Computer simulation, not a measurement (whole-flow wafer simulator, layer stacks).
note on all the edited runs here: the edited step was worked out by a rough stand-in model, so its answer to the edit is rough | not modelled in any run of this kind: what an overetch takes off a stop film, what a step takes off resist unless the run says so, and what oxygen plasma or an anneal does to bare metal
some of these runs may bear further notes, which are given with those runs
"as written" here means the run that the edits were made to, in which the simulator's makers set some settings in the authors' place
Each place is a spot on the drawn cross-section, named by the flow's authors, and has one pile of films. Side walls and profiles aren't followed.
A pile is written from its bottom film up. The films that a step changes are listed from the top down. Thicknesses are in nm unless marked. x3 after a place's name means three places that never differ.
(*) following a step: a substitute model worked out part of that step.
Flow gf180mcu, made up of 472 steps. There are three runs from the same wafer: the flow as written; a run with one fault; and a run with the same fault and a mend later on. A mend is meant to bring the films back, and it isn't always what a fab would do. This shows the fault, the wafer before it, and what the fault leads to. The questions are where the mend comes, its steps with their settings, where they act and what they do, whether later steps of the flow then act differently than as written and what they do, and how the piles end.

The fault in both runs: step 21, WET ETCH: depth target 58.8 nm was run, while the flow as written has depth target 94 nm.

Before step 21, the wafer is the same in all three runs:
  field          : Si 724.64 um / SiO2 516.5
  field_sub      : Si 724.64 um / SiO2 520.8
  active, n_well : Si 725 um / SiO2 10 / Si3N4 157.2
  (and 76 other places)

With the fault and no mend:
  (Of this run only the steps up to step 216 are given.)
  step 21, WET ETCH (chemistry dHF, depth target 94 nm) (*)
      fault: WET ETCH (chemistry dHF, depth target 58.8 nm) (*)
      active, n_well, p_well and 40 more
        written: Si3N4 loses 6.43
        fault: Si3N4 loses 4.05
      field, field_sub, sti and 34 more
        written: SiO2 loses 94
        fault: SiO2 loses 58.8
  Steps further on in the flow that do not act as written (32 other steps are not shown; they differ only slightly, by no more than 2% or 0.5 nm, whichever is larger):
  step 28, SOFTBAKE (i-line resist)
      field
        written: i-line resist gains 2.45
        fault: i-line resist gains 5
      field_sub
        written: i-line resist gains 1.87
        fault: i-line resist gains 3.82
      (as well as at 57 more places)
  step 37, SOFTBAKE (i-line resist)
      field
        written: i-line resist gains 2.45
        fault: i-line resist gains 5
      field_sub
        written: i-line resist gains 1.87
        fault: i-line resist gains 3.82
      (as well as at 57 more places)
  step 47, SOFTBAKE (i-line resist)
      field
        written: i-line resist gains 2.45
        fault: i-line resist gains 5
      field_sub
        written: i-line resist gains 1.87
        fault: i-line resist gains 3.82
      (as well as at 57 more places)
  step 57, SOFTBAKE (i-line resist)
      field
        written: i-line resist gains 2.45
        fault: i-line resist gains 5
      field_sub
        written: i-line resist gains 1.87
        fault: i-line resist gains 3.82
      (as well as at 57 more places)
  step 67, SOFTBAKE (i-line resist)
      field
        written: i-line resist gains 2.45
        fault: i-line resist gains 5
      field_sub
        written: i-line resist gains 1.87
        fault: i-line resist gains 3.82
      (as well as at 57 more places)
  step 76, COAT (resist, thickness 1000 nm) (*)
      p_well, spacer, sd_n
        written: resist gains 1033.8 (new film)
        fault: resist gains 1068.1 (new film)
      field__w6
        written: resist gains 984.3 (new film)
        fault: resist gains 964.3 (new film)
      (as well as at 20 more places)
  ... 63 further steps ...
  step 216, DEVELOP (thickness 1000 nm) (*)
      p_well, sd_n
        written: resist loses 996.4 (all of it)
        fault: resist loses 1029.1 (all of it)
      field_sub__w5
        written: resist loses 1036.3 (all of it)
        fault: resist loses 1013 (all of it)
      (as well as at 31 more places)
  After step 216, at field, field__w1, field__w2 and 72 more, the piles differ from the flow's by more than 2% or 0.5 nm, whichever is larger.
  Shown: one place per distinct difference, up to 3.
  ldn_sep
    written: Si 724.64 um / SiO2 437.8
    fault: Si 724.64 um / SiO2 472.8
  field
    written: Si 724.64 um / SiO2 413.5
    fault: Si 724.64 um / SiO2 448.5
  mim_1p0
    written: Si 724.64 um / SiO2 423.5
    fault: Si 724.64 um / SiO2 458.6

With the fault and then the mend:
  After step 21 comes the mend.
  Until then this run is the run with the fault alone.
  step 21a, WET ETCH (chemistry dHF, depth target 35.2 nm) (a further turn of the flow's step 21, with different settings)
      field, field_sub, sti and 34 more
        SiO2 loses 35.2
  Later steps of the flow that are run all act as written at every place that is followed, up to a difference of at most 2% or 0.5 nm, whichever is larger.
  By the end, the piles equal the flow's at every place that both follow.
